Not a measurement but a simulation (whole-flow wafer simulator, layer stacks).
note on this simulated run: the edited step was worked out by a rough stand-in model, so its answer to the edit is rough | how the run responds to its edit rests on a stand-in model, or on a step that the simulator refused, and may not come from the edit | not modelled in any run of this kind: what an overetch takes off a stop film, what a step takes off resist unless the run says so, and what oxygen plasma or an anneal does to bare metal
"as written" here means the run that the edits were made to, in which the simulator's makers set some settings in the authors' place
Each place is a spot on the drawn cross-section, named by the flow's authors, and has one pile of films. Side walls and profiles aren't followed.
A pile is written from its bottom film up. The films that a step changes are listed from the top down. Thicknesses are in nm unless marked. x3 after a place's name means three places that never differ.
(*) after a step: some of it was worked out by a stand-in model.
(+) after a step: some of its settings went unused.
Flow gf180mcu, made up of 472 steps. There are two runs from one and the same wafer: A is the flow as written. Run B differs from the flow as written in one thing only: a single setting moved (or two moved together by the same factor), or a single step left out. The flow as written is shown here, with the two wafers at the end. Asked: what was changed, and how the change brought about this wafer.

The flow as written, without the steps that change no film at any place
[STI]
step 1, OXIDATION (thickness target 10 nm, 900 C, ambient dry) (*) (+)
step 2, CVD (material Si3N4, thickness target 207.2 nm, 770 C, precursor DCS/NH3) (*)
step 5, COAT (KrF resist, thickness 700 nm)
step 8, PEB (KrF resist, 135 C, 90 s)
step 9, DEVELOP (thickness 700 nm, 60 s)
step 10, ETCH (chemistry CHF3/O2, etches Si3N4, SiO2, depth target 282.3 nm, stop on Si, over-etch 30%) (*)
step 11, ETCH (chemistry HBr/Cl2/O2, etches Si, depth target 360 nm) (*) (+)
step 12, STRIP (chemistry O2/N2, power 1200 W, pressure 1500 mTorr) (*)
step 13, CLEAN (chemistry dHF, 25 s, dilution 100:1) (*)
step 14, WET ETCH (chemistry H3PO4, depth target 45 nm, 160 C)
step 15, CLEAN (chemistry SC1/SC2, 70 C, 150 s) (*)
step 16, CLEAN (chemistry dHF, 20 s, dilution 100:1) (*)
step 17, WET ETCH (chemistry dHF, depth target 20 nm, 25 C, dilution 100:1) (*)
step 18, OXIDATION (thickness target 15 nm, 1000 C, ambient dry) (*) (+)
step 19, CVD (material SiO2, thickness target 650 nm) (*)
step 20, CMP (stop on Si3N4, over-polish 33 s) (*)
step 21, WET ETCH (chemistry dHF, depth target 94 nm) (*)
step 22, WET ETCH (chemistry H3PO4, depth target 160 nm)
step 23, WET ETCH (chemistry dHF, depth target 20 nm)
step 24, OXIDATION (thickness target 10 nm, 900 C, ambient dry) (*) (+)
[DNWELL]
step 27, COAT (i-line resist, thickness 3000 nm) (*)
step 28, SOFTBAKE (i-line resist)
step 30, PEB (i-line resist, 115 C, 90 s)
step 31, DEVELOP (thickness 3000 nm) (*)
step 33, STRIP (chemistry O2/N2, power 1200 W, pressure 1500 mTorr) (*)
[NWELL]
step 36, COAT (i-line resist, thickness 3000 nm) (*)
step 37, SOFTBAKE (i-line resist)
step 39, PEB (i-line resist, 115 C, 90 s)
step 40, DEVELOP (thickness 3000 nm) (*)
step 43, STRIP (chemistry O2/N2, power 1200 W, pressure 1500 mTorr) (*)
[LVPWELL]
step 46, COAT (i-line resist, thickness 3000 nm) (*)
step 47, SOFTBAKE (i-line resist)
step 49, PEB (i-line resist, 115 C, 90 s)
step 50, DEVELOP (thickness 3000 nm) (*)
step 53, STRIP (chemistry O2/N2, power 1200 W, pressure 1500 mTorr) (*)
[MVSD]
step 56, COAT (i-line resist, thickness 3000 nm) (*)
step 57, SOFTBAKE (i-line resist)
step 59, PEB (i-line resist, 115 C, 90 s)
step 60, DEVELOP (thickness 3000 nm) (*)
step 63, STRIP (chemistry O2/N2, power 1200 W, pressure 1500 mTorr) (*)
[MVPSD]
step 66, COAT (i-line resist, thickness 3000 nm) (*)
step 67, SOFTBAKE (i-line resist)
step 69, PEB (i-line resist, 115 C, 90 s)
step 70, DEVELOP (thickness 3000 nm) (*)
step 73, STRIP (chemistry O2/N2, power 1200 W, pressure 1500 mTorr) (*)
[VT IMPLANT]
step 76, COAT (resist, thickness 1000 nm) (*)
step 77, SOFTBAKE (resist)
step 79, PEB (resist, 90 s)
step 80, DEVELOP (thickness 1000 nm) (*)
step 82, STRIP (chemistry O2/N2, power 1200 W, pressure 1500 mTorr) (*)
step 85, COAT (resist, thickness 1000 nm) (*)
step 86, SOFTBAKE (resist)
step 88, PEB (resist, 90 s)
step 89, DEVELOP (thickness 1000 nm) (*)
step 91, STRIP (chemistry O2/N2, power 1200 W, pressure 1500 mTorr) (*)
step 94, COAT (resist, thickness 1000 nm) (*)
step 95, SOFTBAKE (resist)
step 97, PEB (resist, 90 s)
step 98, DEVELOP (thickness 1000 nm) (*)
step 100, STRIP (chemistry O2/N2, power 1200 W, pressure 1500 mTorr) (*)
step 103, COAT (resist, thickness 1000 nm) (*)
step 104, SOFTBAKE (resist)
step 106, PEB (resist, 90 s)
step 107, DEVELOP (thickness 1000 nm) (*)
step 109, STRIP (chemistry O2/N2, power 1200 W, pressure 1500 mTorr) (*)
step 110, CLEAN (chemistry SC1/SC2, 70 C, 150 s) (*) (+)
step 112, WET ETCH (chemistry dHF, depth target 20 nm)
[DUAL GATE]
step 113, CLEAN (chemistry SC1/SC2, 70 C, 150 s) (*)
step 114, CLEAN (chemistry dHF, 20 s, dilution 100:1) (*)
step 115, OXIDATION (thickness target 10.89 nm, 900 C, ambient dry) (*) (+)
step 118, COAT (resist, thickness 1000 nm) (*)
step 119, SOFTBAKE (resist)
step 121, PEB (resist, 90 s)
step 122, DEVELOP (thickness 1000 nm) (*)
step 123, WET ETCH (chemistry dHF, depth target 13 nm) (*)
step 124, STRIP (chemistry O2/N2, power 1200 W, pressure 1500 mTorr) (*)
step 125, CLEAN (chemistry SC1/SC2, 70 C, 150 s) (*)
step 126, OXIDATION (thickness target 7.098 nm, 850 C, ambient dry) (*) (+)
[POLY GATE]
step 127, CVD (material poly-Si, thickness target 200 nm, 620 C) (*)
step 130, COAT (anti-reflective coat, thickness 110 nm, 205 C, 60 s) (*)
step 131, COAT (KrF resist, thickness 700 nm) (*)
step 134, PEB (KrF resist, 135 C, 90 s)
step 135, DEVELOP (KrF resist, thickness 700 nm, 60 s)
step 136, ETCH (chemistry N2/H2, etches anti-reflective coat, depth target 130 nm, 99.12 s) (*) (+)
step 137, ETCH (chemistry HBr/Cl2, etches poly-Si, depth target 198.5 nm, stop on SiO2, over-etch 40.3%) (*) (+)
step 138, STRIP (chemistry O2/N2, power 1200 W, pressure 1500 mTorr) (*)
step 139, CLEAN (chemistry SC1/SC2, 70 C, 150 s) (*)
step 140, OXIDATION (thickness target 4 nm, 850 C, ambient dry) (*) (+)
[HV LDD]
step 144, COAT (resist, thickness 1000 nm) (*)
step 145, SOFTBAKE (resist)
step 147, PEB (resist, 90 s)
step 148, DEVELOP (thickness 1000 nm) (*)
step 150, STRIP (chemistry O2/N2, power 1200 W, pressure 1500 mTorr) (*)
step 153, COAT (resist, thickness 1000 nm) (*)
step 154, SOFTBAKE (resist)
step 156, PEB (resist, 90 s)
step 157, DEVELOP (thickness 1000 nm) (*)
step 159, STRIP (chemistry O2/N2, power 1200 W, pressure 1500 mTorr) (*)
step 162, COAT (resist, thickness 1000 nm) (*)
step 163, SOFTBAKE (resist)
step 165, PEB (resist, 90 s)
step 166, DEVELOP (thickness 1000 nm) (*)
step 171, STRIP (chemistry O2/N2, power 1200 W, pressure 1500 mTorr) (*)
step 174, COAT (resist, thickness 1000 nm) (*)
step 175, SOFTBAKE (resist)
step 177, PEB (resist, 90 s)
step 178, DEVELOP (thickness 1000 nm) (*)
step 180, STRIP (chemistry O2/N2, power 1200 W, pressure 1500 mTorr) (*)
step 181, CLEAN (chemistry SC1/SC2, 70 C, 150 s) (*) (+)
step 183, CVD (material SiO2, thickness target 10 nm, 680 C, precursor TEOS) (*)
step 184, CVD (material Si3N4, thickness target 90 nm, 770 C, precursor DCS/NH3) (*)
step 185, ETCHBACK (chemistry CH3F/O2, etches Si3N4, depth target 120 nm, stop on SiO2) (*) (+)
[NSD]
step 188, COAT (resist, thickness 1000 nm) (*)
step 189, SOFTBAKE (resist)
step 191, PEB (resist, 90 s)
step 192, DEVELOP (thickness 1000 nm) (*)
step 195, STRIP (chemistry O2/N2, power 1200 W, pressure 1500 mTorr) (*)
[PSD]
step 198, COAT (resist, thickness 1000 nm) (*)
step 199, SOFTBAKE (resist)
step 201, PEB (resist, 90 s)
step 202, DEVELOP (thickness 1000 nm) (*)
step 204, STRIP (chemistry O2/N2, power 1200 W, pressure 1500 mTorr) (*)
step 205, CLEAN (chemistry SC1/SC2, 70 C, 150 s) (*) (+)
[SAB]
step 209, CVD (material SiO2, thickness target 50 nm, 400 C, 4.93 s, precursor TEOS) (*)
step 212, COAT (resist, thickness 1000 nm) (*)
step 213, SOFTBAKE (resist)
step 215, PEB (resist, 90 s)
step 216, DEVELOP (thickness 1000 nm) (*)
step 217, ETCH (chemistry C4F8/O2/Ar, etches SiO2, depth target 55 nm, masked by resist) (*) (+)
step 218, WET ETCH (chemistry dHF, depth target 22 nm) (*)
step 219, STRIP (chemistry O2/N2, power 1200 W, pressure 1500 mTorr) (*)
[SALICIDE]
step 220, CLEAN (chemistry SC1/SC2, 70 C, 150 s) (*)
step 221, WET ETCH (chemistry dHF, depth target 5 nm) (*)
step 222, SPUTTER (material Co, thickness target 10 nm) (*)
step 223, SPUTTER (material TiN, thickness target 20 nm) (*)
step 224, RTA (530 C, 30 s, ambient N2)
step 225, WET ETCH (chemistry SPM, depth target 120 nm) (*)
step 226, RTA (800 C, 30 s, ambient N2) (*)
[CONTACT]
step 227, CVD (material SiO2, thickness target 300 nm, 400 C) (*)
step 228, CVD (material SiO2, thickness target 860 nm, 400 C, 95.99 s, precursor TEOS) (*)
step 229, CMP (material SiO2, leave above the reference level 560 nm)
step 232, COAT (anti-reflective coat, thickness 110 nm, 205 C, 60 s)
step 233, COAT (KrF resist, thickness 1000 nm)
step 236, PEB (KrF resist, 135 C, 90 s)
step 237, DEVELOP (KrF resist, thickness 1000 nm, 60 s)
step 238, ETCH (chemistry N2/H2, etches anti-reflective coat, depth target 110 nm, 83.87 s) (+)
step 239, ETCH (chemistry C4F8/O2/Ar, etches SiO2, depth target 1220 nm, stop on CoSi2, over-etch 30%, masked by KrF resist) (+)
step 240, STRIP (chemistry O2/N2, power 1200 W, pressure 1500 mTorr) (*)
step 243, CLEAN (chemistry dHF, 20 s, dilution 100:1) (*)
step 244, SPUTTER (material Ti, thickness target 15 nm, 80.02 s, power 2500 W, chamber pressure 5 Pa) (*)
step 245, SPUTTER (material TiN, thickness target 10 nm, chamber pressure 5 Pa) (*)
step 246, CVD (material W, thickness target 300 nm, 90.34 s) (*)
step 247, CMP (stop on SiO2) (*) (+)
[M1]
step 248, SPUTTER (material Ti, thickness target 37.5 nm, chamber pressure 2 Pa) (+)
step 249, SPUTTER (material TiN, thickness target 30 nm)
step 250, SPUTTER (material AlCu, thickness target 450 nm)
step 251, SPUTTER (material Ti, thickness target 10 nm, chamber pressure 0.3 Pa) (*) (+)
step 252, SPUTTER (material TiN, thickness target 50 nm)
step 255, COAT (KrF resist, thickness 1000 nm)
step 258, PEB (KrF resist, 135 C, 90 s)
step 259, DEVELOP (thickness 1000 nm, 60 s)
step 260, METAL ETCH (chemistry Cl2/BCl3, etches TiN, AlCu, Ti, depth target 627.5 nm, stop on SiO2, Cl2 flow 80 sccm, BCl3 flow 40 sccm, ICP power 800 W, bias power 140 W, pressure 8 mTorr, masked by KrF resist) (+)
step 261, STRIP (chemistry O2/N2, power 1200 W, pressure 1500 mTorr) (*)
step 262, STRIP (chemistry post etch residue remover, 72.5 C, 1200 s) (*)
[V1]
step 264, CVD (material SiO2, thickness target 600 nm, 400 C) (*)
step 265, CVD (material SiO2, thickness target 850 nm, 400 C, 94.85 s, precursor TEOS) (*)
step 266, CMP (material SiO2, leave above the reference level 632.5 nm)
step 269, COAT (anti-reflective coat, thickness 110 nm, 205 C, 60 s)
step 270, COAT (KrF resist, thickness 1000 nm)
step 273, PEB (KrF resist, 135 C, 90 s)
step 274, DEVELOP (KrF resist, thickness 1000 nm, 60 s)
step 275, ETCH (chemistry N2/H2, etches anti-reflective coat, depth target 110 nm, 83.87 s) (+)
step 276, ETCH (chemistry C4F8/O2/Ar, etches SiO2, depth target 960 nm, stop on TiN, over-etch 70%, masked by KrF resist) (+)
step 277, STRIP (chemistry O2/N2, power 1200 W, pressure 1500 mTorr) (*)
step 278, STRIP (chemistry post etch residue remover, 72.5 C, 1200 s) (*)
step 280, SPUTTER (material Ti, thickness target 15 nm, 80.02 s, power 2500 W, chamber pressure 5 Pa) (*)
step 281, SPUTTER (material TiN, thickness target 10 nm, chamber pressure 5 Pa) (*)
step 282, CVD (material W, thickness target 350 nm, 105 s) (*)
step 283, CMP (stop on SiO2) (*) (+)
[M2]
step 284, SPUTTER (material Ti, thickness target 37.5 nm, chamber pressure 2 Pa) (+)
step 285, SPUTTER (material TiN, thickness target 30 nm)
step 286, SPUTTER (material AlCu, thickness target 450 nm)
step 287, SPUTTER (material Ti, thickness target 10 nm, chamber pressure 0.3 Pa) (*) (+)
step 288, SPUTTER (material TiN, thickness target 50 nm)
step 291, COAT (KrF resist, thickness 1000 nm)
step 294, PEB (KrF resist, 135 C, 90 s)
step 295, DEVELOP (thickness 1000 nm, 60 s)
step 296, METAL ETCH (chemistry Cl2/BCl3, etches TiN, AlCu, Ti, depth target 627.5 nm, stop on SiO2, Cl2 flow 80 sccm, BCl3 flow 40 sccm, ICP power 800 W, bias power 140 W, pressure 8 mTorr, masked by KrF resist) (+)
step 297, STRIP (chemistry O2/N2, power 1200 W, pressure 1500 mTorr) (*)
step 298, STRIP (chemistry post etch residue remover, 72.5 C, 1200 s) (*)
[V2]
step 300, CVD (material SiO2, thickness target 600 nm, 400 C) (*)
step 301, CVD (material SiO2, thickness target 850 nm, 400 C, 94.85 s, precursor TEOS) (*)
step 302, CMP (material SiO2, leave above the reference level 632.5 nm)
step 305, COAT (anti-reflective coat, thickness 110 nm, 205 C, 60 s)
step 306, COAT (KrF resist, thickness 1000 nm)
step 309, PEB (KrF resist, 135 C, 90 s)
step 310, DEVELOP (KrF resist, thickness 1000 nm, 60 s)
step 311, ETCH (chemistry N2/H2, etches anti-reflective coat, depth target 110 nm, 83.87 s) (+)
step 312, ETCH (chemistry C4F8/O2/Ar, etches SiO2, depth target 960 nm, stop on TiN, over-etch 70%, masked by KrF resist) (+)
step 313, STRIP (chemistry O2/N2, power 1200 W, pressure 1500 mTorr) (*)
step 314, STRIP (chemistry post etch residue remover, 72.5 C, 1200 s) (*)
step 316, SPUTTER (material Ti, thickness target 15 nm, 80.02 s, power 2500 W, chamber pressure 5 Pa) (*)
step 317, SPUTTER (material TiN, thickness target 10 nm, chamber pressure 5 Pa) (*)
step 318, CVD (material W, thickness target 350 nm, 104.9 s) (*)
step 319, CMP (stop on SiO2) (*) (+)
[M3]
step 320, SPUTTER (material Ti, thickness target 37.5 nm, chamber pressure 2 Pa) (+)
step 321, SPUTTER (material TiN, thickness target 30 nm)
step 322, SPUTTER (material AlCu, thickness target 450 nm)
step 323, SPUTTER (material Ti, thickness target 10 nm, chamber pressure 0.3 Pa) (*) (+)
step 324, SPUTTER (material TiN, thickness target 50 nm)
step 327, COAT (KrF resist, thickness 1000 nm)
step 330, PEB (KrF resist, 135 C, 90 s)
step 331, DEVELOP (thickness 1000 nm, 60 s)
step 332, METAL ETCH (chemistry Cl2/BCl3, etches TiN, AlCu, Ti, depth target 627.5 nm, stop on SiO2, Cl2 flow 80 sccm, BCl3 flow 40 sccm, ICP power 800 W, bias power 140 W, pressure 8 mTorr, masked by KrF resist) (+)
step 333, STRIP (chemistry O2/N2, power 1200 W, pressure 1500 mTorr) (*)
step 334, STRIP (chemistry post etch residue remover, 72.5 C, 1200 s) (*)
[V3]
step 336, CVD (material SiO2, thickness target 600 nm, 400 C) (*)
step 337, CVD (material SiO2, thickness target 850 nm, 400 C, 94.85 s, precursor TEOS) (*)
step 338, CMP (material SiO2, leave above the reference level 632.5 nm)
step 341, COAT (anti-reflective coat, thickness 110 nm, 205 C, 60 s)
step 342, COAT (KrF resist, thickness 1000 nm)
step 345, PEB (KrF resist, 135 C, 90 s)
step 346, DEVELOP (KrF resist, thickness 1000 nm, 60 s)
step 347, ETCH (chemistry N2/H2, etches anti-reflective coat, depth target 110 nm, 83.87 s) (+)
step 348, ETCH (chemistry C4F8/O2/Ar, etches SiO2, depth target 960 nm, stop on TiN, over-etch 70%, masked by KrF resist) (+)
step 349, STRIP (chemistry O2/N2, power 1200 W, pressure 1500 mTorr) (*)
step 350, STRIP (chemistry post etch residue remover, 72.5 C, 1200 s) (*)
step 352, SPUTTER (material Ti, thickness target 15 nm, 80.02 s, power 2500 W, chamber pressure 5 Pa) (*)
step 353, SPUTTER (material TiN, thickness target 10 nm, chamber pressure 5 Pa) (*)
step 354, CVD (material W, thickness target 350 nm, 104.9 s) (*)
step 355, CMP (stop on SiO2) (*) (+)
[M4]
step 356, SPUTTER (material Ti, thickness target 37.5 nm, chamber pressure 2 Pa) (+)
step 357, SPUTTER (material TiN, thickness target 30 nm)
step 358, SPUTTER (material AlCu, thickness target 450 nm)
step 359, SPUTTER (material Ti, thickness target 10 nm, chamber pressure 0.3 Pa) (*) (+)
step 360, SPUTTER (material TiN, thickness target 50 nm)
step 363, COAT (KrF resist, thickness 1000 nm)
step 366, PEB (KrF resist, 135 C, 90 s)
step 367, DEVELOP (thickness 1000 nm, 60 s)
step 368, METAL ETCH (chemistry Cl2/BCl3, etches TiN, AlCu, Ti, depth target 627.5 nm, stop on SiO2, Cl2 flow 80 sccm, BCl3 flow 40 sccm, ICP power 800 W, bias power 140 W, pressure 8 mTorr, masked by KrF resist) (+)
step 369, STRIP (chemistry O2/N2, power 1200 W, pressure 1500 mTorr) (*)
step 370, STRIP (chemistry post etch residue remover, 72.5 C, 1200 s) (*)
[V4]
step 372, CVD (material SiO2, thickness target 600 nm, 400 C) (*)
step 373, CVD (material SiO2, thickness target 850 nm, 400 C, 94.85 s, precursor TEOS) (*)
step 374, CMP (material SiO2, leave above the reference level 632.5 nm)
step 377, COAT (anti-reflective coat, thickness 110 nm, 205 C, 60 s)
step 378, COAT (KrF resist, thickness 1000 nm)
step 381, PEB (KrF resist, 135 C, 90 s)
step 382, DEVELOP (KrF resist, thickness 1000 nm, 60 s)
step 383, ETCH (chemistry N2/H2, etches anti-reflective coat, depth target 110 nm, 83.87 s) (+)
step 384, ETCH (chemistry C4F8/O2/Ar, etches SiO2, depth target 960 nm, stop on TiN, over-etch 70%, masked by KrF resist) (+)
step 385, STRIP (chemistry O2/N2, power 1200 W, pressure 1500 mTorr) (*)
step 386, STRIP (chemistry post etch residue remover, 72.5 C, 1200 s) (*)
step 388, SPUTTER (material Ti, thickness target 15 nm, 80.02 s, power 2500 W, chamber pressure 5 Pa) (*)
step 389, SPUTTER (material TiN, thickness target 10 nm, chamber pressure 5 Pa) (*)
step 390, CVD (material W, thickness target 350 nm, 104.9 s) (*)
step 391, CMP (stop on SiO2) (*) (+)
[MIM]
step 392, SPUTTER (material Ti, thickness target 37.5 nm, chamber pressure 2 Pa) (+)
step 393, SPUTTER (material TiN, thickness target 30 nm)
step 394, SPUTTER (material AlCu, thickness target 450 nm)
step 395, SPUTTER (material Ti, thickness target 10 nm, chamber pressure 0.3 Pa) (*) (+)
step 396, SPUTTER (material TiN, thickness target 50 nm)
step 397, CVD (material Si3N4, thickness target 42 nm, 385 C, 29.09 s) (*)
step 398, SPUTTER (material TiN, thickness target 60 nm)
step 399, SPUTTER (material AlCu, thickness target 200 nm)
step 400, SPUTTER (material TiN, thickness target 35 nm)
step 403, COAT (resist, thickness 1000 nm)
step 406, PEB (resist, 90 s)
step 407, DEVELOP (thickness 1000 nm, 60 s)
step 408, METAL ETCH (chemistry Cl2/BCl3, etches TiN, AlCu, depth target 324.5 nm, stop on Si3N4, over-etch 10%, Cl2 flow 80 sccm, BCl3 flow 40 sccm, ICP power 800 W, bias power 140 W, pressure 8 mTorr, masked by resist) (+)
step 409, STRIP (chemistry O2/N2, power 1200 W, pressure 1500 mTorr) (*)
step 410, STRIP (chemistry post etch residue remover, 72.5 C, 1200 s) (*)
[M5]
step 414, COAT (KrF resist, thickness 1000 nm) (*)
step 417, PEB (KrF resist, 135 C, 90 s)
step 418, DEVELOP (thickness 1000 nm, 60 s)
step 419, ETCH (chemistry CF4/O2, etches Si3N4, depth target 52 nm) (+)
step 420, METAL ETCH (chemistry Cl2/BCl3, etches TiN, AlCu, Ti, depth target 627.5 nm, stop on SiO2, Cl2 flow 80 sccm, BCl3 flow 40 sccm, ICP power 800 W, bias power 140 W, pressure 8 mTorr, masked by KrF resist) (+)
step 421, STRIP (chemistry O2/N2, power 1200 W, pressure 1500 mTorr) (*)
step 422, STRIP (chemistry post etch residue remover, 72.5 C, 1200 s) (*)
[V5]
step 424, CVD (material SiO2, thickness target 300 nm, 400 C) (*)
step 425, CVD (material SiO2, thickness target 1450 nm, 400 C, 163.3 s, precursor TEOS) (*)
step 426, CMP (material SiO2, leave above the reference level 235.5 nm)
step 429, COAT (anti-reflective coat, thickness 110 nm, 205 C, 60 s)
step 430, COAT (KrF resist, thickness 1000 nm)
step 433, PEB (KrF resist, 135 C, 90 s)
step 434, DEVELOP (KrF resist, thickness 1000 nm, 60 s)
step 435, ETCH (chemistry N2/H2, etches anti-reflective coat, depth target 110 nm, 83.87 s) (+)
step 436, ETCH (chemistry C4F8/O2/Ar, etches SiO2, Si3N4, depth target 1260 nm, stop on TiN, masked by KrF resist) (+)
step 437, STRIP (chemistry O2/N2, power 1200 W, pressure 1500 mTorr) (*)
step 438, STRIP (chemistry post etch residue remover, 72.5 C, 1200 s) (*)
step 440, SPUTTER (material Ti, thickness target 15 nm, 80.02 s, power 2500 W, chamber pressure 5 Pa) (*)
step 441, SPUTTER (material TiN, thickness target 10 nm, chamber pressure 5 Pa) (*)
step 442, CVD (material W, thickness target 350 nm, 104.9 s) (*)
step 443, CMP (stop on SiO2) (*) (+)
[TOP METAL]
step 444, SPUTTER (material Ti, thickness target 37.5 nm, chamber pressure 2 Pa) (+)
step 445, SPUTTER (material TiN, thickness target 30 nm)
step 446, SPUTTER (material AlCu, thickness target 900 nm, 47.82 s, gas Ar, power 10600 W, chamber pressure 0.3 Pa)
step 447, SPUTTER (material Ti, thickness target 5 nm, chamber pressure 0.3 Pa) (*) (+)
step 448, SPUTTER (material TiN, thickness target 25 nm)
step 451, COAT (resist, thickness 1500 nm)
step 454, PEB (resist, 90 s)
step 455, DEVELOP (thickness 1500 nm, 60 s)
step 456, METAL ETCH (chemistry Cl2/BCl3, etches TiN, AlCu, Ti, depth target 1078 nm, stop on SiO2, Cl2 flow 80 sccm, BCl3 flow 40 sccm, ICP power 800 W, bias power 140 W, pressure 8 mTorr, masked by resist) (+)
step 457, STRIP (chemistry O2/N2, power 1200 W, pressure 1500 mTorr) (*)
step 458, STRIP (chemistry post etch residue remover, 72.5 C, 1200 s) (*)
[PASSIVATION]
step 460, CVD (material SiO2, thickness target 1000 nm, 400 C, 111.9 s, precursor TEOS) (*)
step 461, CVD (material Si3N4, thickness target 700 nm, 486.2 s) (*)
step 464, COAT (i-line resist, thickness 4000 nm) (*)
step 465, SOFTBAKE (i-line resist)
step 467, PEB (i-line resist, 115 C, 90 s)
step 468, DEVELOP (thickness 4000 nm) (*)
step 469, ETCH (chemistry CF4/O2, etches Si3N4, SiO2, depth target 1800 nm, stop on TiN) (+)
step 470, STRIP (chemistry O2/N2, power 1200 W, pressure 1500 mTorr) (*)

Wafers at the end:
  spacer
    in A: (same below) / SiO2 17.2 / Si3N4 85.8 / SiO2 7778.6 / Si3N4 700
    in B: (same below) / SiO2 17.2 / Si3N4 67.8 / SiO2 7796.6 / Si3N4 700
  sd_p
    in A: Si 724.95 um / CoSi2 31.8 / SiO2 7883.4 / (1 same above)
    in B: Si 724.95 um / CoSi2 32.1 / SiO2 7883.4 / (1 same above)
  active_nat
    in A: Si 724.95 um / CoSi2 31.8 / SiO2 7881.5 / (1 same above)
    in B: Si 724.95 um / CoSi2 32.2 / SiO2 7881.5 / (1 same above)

Cause: step 184, CVD: thickness target 72 nm was run, while the flow as written has thickness target 90 nm.

Step by step, how the change led to this:
  step 184, CVD (material Si3N4, thickness target 90 nm, 770 C, precursor DCS/NH3) (*)
      field, field__w1, field__w2 and 101 more: A +90 Si3N4 (new film) | B +72 Si3N4 (new film)
  step 185, ETCHBACK (chemistry CH3F/O2, etches Si3N4, depth target 120 nm, stop on SiO2) (*) (+)
      field, field__w1, field__w2 and 100 more: A -90 Si3N4 (all of it), -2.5 SiO2 | B -72 Si3N4 (all of it), -4 SiO2
  step 189, SOFTBAKE (resist)
      field: A +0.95 resist | B nothing
      nw_enc_fld: A +1.02 resist | B +1.66 resist
  step 199, SOFTBAKE (resist)
      field: A +0.95 resist | B nothing
      nw_enc_fld: A +1.34 resist | B +2.02 resist
  step 218, WET ETCH (chemistry dHF, depth target 22 nm) (*)
      gate, gate_hv, gate_p and 23 more: A -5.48 SiO2 (all of it) | B -3.98 SiO2 (all of it)
      active, p_well, sd_n, iso_ptap_pw, iso_ntap_nw, iso_ptap_sub, vpnp_e: A -9.01 SiO2 (all of it) | B -7.51 SiO2 (all of it)
      (also at 16 further places)
  step 223, SPUTTER (material TiN, thickness target 20 nm) (*)
      field__w2: A +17 TiN (new film) | B +17.8 TiN (new film)
      field__w3: A +15.7 TiN (new film) | B +16.8 TiN (new film)
      (also at 3 further places)
  step 224, RTA (530 C, 30 s, ambient N2)
      ld_drn_p: A under 1 film: +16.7 CoSi (new film), -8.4 Co (all of it), -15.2 Si | B under 1 film: +17.5 CoSi (new film), -8.8 Co (all of it), -16 Si
  step 225, WET ETCH (chemistry SPM, depth target 120 nm) (*)
      field__w2: A -17 TiN (all of it), -8.65 Co (all of it) | B -17.8 TiN (all of it), -9.03 Co (all of it)
      field__w3: A -15.7 TiN (all of it), -8.06 Co (all of it) | B -16.8 TiN (all of it), -8.55 Co (all of it)
      (also at 3 further places)
  step 226, RTA (800 C, 30 s, ambient N2) (*)
      ld_sd_n: A +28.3 CoSi2 (new film), -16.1 CoSi (all of it), -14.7 Si | B +29.1 CoSi2 (new film), -16.5 CoSi (all of it), -15.1 Si
      ld_drn_n: A +31.5 CoSi2 (new film), -17.9 CoSi (all of it), -16.4 Si | B +32.4 CoSi2 (new film), -18.4 CoSi (all of it), -16.8 Si
      (also at 1 further place)
  step 229, CMP (material SiO2, leave above the reference level 560 nm)
      spacer: A -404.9 SiO2 | B -386.9 SiO2
